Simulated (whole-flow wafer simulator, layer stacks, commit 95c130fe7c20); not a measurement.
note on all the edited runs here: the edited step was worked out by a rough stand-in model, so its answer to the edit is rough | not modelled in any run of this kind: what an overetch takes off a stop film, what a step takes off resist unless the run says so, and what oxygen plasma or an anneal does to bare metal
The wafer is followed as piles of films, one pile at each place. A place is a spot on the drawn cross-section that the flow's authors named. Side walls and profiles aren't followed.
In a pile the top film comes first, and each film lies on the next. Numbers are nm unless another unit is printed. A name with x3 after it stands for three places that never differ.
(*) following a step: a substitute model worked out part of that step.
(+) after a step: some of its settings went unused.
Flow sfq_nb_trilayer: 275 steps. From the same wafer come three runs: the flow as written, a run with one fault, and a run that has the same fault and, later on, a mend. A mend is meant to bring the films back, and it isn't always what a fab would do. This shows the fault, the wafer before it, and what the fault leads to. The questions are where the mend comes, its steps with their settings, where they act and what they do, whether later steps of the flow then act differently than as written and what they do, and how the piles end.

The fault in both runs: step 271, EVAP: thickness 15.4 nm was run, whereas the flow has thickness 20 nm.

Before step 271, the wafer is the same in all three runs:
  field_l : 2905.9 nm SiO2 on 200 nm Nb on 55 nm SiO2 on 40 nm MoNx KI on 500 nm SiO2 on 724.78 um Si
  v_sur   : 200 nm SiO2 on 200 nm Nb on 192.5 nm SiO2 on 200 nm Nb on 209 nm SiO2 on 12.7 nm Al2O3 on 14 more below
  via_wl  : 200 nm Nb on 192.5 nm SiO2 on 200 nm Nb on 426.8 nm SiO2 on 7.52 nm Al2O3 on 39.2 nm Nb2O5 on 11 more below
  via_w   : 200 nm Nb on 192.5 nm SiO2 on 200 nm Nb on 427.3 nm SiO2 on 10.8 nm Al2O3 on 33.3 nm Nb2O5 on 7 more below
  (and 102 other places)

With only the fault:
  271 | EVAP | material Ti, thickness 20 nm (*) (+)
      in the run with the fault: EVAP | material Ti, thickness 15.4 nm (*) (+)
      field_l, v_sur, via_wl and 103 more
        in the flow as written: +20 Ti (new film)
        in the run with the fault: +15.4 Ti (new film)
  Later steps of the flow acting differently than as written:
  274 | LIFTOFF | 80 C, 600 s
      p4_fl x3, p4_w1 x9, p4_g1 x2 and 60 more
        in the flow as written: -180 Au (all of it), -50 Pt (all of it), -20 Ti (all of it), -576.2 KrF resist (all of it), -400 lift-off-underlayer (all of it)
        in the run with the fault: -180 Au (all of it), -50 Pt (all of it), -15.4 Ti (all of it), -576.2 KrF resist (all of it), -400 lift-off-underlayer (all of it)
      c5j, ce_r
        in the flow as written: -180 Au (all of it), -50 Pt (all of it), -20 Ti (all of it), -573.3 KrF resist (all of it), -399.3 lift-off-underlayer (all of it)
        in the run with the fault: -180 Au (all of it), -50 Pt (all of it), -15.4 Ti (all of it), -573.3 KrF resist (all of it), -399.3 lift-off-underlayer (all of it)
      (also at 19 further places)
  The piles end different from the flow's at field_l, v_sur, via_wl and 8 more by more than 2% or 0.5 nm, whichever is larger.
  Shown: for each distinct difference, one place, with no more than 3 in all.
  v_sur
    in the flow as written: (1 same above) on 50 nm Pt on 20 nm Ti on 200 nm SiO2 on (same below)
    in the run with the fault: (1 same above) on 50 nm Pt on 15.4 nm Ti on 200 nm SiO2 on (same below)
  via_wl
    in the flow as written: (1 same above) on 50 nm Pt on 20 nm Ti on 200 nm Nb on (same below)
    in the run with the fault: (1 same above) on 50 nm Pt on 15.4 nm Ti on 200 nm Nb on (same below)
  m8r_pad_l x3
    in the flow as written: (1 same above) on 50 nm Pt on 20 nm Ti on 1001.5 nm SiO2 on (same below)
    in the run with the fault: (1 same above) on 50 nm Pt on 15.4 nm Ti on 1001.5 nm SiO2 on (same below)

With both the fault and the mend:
  After step 271 comes the mend.
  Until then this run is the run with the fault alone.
  271a | EVAP | material Ti, thickness 4.6 nm (*) (+) (the flow's step 271 again, with other settings)
      field_l, v_sur, via_wl and 103 more
        +4.6 Ti
  Every later step of the flow that is run acts as written at every place that is followed.
  At every place that both follow, the piles at the end match the flow's.
